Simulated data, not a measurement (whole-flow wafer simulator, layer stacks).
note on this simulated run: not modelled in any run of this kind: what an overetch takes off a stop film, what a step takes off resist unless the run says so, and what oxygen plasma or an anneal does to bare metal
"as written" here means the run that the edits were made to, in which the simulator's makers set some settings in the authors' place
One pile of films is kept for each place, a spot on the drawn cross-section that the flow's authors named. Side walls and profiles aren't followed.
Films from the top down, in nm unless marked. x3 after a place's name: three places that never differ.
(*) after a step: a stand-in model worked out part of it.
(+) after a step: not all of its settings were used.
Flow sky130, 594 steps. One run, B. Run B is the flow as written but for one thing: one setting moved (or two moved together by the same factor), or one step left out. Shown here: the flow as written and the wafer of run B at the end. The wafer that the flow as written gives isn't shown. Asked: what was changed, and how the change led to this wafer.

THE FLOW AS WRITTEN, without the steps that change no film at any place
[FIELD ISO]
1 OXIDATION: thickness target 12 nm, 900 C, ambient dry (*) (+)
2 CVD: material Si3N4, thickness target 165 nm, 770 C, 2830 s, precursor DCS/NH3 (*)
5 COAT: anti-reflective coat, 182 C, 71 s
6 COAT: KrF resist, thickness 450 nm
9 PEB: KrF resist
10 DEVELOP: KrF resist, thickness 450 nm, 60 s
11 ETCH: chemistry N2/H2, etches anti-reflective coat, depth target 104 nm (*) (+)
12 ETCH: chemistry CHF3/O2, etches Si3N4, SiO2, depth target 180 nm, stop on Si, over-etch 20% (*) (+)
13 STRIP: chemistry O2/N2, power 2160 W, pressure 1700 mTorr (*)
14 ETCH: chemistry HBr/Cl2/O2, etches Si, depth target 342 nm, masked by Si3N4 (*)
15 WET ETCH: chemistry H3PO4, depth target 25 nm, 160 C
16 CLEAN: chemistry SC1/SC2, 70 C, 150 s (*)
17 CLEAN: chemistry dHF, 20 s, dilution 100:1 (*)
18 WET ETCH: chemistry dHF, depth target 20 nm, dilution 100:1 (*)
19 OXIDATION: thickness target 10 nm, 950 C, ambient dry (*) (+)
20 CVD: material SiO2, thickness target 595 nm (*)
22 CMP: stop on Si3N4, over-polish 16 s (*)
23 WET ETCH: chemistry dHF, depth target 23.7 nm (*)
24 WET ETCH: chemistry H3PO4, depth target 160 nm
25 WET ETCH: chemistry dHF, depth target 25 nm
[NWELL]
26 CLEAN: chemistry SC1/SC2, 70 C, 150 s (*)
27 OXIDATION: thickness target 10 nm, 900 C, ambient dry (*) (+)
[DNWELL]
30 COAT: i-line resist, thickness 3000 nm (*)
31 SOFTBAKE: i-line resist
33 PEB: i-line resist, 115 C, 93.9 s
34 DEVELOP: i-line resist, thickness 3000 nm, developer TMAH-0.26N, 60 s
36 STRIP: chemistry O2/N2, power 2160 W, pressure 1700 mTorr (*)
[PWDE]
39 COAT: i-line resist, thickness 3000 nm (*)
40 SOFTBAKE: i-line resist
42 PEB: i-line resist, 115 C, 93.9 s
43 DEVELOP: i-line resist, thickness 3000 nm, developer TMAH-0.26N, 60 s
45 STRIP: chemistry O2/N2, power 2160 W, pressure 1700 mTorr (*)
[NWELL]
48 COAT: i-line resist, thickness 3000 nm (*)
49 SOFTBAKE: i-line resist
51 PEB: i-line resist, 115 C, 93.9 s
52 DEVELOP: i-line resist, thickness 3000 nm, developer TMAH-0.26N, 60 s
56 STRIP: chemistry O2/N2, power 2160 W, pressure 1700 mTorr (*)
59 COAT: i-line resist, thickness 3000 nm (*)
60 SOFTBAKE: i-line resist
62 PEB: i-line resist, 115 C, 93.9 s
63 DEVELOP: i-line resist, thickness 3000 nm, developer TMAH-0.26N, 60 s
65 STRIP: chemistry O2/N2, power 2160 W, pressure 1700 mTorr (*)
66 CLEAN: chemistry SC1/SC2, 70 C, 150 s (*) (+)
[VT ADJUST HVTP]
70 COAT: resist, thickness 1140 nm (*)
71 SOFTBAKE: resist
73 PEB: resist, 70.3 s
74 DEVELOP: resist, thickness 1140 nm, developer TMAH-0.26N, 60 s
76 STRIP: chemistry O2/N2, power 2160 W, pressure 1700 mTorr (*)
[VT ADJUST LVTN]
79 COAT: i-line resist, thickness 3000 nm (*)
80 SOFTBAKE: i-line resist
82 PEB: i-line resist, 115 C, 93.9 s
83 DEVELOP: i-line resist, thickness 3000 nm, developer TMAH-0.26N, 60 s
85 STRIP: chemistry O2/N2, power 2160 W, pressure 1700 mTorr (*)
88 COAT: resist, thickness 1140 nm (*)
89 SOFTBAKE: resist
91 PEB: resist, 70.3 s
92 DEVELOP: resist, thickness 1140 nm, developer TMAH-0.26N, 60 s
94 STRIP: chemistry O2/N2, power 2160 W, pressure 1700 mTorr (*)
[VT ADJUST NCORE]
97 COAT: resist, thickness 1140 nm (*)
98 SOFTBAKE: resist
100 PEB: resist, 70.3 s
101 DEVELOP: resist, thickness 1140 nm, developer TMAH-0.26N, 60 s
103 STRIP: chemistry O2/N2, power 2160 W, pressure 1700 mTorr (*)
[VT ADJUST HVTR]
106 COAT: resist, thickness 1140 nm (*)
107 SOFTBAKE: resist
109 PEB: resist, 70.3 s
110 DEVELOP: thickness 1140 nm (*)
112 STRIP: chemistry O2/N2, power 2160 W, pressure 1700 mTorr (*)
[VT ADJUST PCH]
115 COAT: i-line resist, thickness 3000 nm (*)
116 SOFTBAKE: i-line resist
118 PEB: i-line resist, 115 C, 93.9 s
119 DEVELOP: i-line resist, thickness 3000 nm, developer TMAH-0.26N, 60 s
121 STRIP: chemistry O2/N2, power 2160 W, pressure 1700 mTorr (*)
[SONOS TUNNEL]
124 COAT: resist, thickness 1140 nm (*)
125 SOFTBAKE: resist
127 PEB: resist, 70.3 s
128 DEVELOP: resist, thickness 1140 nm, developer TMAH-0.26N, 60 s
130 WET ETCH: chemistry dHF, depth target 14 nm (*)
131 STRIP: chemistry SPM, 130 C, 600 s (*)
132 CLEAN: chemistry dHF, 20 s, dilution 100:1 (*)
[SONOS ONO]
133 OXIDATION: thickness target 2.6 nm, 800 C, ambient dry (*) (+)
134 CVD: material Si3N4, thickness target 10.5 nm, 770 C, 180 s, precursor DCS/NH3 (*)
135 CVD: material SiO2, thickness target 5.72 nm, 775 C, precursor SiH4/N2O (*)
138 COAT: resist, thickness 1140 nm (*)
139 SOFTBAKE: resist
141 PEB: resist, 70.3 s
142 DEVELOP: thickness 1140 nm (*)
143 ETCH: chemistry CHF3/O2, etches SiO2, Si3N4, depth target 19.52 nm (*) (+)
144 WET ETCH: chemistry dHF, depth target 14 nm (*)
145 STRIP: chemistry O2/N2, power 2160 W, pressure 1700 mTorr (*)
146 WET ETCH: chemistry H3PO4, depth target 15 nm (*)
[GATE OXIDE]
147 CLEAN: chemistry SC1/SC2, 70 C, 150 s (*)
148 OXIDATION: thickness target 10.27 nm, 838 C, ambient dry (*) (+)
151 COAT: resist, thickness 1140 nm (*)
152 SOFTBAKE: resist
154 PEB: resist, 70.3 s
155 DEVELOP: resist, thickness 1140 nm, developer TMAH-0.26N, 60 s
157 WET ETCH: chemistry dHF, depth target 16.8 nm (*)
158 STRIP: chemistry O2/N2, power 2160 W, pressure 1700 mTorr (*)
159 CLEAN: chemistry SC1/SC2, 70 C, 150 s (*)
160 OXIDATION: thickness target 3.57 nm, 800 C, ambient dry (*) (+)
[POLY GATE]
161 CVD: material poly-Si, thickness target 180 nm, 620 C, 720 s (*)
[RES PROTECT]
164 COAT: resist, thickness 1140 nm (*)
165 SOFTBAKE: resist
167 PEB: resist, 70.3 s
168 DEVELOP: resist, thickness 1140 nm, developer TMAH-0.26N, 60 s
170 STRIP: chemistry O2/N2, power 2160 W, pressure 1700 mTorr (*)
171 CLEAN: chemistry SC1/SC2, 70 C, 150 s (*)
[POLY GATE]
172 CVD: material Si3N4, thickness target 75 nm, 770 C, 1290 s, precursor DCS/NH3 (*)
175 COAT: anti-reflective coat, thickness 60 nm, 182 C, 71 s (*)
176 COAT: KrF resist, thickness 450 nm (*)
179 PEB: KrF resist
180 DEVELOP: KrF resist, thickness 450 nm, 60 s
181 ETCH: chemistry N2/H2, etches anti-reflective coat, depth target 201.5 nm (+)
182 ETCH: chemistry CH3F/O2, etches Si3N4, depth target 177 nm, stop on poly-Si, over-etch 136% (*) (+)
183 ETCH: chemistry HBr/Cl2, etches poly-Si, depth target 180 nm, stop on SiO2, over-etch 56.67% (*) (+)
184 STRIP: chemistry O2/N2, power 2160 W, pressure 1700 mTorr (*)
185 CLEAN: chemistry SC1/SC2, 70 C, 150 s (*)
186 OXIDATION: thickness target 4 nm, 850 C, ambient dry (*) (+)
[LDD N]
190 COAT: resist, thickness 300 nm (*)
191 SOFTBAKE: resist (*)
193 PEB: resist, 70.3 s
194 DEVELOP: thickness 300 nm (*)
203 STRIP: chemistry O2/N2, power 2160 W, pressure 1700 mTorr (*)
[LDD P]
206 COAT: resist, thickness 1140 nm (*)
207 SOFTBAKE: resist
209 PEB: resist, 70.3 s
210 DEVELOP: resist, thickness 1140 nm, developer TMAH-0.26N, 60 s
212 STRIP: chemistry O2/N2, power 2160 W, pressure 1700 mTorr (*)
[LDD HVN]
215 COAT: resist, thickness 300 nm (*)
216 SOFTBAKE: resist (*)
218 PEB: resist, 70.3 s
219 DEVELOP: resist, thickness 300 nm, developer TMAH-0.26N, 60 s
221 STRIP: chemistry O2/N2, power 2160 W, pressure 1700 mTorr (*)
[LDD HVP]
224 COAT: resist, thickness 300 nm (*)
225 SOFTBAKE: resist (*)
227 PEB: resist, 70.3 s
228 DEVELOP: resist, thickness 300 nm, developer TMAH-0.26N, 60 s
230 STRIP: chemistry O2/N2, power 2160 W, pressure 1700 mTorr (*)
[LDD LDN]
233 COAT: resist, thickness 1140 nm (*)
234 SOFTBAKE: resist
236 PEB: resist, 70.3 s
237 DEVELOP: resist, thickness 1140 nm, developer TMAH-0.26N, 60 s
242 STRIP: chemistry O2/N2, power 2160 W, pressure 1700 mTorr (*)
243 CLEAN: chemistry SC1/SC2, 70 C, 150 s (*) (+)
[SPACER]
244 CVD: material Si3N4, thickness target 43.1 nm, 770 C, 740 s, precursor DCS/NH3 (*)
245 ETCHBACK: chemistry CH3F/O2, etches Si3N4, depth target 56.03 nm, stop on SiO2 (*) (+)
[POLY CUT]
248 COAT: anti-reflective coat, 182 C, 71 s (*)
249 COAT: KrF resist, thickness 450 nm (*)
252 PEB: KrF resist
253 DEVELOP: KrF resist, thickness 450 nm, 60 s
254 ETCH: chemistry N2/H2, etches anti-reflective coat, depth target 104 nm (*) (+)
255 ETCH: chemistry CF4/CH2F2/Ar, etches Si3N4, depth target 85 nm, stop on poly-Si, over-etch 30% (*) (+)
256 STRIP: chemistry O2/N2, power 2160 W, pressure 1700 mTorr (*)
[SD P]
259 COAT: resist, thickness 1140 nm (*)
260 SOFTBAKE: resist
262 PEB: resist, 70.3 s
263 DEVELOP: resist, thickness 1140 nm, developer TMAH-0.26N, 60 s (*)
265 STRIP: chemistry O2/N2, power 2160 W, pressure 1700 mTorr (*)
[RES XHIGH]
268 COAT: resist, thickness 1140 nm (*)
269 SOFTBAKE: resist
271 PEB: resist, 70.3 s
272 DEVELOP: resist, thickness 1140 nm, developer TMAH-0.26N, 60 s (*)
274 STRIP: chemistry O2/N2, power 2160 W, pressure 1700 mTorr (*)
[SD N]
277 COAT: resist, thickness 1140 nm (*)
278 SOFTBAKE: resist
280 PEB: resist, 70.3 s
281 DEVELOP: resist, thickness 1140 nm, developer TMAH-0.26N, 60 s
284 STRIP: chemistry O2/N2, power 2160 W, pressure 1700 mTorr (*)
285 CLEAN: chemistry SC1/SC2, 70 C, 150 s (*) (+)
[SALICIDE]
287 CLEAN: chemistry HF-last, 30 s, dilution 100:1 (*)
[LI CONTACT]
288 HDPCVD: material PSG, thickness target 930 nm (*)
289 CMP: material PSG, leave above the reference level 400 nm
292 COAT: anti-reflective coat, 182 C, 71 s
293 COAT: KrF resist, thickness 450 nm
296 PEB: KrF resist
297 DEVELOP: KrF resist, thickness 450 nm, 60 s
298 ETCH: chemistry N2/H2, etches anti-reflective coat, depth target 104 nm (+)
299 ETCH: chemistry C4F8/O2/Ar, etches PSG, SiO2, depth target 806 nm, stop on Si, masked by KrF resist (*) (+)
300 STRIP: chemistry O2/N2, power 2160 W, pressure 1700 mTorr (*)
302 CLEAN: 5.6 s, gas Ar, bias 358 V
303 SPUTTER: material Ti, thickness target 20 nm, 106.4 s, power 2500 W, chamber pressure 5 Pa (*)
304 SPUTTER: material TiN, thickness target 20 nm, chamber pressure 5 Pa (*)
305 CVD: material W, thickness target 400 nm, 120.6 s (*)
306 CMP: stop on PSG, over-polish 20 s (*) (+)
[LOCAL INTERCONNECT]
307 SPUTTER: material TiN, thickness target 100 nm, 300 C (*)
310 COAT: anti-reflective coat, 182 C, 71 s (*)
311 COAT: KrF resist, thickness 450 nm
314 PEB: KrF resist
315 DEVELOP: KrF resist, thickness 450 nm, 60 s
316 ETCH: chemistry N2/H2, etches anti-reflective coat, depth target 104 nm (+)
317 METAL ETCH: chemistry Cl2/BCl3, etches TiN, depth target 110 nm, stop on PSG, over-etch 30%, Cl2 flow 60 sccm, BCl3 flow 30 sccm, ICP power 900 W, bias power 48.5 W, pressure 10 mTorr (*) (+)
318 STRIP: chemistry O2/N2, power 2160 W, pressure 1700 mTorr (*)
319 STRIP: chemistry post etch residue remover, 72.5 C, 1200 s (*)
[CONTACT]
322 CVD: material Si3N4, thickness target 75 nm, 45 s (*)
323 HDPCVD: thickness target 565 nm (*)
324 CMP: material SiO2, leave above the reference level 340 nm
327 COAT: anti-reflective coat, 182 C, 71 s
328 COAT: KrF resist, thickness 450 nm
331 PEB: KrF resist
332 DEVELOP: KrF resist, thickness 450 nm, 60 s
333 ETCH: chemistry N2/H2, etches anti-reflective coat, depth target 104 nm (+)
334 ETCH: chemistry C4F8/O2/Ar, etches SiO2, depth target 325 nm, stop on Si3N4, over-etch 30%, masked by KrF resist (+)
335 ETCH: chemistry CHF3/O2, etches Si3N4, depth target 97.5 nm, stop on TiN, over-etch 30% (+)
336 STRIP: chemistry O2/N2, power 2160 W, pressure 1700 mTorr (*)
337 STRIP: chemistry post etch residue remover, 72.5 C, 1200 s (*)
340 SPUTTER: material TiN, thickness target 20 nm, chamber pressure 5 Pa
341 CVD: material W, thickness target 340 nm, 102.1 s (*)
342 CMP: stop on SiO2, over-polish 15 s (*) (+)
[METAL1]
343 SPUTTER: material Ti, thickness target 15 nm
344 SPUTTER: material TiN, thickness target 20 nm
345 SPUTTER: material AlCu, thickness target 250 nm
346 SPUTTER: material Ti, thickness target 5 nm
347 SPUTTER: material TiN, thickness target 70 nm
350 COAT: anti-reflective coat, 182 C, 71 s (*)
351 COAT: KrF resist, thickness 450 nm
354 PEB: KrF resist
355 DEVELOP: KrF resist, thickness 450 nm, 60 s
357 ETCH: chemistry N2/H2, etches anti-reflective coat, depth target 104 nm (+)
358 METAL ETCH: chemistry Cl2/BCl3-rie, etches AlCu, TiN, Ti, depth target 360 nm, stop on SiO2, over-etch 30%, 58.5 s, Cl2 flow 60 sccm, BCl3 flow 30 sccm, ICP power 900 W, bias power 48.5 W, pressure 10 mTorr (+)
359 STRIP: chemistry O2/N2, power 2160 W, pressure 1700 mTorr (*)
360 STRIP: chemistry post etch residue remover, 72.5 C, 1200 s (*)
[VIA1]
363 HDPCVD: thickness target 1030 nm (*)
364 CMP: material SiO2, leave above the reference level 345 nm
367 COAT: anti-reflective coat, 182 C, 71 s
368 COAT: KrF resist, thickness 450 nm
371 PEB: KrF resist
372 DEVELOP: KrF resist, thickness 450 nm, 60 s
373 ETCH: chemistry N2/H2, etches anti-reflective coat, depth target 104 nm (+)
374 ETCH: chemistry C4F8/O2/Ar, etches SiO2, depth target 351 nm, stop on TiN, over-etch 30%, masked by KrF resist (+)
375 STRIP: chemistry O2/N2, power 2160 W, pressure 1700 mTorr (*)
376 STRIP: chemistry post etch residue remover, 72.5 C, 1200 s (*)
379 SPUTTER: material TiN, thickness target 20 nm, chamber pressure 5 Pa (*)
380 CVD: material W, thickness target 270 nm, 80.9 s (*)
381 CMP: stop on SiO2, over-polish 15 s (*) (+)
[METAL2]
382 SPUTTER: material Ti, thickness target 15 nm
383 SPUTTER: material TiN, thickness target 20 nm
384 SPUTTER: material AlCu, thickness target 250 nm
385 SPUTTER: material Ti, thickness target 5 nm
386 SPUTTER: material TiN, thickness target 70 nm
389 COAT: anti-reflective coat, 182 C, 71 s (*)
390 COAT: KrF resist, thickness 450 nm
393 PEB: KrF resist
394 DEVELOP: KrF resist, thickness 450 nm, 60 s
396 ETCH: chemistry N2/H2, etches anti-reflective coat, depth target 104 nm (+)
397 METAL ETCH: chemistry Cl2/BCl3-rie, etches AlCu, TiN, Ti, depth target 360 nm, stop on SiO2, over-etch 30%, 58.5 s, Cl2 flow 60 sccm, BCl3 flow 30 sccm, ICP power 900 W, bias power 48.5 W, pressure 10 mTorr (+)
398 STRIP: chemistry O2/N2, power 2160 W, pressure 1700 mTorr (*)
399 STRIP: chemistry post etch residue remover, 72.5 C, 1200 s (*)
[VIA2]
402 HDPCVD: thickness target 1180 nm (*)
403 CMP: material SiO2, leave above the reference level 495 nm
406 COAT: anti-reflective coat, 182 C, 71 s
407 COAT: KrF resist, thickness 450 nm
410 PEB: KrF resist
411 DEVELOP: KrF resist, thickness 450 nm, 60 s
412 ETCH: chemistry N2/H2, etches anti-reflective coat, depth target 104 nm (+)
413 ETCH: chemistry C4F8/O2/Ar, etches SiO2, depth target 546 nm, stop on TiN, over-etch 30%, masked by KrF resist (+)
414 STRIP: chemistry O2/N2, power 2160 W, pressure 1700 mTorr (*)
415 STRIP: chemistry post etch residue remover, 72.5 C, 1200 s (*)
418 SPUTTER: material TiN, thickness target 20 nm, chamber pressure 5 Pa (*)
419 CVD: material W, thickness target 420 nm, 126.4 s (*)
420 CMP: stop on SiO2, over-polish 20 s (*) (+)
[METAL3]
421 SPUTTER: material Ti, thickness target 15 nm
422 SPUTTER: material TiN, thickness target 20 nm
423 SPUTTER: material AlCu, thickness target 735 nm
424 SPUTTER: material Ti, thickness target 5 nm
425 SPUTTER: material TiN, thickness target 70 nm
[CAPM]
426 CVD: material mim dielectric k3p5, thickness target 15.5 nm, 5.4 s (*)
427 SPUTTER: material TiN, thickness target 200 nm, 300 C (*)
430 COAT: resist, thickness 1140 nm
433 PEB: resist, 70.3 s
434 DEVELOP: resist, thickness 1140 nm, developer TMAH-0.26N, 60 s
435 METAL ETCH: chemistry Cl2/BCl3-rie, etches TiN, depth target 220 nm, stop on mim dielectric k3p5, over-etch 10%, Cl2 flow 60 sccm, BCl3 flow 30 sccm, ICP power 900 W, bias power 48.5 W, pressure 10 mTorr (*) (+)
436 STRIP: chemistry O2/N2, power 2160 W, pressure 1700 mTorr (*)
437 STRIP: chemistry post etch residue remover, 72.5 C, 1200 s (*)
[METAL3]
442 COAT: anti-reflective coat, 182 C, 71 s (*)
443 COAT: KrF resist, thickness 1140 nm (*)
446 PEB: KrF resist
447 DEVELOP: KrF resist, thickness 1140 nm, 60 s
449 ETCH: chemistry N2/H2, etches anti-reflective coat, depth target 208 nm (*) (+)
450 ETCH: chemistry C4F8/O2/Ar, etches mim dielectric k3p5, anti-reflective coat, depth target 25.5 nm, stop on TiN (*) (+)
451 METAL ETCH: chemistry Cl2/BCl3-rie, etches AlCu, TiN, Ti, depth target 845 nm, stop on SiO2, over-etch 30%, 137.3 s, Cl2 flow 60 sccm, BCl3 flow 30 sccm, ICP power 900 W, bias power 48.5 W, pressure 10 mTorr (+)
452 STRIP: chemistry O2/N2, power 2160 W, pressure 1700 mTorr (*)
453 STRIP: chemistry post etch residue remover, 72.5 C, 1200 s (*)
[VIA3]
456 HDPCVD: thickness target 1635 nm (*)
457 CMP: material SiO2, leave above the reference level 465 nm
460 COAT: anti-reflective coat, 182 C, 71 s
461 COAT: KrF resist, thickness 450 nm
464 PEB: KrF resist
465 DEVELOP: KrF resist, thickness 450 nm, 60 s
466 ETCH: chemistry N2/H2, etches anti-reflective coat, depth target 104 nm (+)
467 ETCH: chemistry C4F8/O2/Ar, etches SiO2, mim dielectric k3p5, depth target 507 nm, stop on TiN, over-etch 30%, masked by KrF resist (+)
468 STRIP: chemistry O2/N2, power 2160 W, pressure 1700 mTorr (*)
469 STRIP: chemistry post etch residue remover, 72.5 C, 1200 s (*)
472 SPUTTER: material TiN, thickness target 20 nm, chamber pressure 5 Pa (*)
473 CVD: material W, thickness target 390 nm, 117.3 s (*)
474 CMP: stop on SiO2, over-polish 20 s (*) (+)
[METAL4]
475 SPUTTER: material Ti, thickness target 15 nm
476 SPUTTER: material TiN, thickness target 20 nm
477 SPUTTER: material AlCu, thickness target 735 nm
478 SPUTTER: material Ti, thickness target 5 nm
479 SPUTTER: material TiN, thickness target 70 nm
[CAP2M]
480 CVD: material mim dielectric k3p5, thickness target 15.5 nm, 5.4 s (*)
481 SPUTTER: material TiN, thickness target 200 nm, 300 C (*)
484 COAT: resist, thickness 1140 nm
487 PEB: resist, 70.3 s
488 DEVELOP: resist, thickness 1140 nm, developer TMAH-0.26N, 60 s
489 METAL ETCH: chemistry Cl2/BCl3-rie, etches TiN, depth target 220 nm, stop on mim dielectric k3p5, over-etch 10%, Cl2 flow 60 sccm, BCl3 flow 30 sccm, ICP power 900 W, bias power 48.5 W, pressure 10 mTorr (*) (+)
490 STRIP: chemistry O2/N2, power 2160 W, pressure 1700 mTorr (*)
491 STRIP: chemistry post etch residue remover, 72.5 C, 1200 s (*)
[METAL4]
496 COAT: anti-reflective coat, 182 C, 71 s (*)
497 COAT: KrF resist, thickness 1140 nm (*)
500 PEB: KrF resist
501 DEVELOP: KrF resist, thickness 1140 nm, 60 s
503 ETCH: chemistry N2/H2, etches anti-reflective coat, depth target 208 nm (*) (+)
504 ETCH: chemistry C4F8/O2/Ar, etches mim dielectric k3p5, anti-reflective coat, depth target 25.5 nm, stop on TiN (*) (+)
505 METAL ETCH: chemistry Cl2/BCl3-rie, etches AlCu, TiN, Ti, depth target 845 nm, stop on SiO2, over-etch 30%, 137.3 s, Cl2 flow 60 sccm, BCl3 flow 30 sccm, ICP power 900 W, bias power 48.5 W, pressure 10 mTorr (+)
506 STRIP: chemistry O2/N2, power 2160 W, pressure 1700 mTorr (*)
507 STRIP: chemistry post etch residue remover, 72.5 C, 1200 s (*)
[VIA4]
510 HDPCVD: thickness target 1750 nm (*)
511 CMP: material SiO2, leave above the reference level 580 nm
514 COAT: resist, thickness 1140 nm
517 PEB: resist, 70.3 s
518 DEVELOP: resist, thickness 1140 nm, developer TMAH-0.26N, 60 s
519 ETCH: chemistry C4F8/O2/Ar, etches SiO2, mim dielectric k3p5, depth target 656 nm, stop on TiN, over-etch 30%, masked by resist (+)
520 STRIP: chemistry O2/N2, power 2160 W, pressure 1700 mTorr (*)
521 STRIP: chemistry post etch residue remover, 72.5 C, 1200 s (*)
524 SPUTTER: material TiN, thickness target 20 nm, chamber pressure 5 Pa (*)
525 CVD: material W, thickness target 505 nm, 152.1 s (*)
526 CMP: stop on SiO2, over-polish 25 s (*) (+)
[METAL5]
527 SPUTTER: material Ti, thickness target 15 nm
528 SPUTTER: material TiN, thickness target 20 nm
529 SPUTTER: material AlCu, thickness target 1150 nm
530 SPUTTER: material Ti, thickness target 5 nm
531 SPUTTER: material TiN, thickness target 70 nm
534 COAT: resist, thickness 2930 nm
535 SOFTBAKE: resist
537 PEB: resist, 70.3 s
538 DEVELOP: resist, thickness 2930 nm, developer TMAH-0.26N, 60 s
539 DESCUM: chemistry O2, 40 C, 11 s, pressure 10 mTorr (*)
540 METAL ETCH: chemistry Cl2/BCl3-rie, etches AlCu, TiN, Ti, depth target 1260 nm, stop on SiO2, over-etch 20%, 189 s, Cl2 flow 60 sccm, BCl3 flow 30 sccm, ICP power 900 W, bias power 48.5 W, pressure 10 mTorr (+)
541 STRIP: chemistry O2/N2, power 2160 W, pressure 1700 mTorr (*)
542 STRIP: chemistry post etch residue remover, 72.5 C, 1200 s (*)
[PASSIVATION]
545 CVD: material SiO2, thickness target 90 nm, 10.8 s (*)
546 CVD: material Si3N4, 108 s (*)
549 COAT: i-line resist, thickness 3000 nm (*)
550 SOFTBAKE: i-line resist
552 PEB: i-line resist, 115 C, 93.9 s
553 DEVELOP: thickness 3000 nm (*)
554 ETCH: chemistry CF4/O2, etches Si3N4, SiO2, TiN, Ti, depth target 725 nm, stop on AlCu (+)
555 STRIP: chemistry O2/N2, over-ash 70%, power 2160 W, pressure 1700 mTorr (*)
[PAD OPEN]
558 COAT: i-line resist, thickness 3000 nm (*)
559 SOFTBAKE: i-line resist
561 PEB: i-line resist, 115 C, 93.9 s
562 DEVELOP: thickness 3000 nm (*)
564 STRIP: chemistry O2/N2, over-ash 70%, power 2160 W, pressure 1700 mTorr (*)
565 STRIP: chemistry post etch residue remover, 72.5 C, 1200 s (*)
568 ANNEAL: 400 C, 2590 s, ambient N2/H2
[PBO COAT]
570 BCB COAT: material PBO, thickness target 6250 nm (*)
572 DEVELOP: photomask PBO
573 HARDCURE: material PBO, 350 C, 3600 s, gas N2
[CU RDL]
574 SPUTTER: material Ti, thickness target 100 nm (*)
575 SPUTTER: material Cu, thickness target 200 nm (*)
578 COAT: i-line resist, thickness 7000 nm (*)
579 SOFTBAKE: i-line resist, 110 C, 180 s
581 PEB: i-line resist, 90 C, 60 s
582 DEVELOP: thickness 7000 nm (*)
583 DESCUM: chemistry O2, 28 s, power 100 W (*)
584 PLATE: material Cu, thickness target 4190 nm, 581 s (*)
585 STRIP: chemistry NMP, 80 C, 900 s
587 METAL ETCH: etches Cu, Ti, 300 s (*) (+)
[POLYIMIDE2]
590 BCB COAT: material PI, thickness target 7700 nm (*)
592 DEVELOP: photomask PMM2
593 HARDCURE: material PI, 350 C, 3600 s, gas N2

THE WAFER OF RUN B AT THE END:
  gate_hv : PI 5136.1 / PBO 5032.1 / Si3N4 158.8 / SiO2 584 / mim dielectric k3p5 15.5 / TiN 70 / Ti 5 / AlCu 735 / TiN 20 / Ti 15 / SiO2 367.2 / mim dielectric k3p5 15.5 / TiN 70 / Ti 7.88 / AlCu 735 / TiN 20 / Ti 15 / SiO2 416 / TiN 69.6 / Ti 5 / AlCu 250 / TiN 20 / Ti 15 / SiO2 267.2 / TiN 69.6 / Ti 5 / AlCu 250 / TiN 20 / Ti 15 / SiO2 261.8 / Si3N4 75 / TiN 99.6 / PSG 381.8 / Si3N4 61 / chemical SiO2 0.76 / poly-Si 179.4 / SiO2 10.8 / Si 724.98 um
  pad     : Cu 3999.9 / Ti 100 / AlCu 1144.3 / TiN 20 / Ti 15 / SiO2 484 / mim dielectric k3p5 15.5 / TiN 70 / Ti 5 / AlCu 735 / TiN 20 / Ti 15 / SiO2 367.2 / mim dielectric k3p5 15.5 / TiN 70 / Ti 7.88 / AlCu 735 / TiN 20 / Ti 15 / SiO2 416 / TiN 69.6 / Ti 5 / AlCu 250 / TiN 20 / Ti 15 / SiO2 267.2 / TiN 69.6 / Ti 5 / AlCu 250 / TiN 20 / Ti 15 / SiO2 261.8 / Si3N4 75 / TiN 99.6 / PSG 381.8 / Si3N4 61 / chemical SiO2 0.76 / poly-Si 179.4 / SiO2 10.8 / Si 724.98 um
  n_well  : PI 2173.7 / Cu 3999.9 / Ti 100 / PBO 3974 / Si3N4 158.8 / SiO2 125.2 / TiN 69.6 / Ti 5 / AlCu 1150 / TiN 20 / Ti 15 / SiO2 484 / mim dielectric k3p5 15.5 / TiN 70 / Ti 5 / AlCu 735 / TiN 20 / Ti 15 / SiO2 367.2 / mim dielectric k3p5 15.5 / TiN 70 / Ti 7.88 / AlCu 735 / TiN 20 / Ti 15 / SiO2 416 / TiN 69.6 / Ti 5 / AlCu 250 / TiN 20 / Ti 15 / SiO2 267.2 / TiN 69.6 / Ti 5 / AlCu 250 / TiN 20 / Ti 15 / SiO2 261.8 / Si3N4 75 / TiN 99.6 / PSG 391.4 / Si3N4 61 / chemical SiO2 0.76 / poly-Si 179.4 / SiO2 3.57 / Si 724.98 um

The cause: step 424, SPUTTER: thickness target 7.88 nm was run, where the flow has thickness target 5 nm.
It can be read off the wafer: gate_hv has Ti 7.88, and step 424 as written asks for 5 nm.

How the change led to this, step by step:
  424 SPUTTER: material Ti, thickness target 5 nm
      field, active, n_well and 188 more: Ti +7.88 (new film) (as written it would be: Ti +5 (new film))
  451 METAL ETCH: chemistry Cl2/BCl3-rie, etches AlCu, TiN, Ti, depth target 845 nm, stop on SiO2, over-etch 30%, 137.3 s, Cl2 flow 60 sccm, BCl3 flow 30 sccm, ICP power 900 W, bias power 48.5 W, pressure 10 mTorr (+)
      field, gate, spacer and 68 more: TiN -70 (all of it), Ti -7.88 (all of it), AlCu -735 (all of it), TiN -20 (all of it), Ti -15 (all of it), SiO2 -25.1 (as written it would be: TiN -70 (all of it), Ti -5 (all of it), AlCu -735 (all of it), TiN -20 (all of it), Ti -15 (all of it), SiO2 -25.4)
      active, vpp_ln, vpp_iso2 and 11 more: TiN -70 (all of it), Ti -7.88 (all of it), AlCu -735 (all of it), TiN -20 (all of it), Ti -15 (all of it), SiO2 -25.1 (as written it would be: TiN -70 (all of it), Ti -5 (all of it), AlCu -735 (all of it), TiN -20 (all of it), Ti -15 (all of it), SiO2 -25.3)
